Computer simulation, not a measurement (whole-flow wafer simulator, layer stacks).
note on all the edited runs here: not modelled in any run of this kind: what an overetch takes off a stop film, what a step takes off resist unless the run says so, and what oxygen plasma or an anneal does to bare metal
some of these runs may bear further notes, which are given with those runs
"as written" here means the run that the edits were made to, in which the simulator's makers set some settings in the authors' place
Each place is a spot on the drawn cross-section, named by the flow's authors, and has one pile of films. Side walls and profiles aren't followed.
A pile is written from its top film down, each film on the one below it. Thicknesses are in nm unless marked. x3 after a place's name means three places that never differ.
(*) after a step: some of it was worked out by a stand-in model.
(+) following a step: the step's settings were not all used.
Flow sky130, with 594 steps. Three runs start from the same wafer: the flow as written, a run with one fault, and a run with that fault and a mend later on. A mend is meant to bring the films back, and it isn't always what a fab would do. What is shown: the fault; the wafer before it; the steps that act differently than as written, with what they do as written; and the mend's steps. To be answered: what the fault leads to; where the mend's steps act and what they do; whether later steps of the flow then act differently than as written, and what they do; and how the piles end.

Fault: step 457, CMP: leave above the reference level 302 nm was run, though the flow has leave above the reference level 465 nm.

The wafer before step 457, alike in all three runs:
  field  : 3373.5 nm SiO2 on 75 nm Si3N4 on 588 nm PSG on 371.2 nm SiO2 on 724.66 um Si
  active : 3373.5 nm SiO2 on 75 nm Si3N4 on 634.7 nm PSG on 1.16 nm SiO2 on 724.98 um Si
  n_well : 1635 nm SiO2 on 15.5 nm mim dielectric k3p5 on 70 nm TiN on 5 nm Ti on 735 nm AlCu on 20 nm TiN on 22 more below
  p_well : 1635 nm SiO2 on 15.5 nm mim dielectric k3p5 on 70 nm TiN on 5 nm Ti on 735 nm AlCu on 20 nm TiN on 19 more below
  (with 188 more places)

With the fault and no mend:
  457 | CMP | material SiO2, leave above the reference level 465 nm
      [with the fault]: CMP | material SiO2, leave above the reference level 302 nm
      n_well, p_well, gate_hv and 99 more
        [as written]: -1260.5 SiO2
        [with the fault]: -1423.5 SiO2
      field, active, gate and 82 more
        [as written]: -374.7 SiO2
        [with the fault]: -537.7 SiO2
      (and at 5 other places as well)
  Steps further on in the flow that do not act as written (1 other step is not shown; it differs only slightly, by no more than 2% or 0.5 nm, whichever is larger):
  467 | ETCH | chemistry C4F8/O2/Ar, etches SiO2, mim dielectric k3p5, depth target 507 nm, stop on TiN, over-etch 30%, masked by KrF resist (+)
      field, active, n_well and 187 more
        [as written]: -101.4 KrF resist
        [with the fault]: -59 KrF resist
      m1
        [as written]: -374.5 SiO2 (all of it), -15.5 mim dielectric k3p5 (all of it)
        [with the fault]: -211.5 SiO2 (all of it), -15.5 mim dielectric k3p5 (all of it)
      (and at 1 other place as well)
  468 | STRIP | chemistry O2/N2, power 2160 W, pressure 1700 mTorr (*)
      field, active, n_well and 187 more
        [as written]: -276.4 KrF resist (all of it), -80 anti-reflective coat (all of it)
        [with the fault]: -318.8 KrF resist (all of it), -80 anti-reflective coat (all of it)
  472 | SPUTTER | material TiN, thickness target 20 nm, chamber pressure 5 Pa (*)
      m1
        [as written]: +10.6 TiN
        [with the fault]: +13.1 TiN
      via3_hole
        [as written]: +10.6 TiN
        [with the fault]: +13 TiN
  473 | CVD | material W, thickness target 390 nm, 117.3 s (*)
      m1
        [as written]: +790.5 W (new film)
        [with the fault]: +625 W (new film)
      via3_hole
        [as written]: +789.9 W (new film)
        [with the fault]: +624.4 W (new film)
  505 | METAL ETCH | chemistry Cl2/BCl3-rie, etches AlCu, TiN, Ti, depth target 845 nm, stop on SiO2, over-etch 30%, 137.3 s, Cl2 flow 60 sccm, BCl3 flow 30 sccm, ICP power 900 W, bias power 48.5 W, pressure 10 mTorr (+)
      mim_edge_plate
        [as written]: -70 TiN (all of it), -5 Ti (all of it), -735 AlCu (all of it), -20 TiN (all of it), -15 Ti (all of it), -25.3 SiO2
        [with the fault]: -70 TiN (all of it), -5 Ti (all of it), -735 AlCu (all of it), -20 TiN (all of it), -15 Ti (all of it), -7.94 SiO2 (all of it), -174.1 TiN
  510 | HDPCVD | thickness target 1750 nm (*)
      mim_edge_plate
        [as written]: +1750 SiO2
        [with the fault]: +1750 SiO2 (new film)
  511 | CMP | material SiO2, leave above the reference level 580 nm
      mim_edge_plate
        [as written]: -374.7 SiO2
        [with the fault]: -217.6 SiO2
  The piles end different from the flow's at field, active, n_well and 190 more by more than 2% or 0.5 nm, whichever is larger.
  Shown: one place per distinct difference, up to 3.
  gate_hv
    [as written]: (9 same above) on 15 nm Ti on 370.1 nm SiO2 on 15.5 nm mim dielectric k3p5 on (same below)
    [with the fault]: (9 same above) on 15 nm Ti on 207.1 nm SiO2 on 15.5 nm mim dielectric k3p5 on (same below)
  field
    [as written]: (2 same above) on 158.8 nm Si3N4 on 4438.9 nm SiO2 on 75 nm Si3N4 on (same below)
    [with the fault]: (2 same above) on 158.8 nm Si3N4 on 4275.9 nm SiO2 on 75 nm Si3N4 on (same below)
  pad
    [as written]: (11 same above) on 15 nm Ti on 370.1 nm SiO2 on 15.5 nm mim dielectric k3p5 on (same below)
    [with the fault]: (11 same above) on 15 nm Ti on 207.1 nm SiO2 on 15.5 nm mim dielectric k3p5 on (same below)

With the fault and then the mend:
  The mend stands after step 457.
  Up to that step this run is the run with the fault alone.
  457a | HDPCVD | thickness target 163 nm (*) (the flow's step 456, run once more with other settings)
      field, active, n_well and 189 more
        +163 SiO2
  None of the later steps of the flow differs from how it acts as written, at any place that is followed, by more than 2% or 0.5 nm, whichever is larger.
  By the end, the piles equal the flow's at every place that both follow.
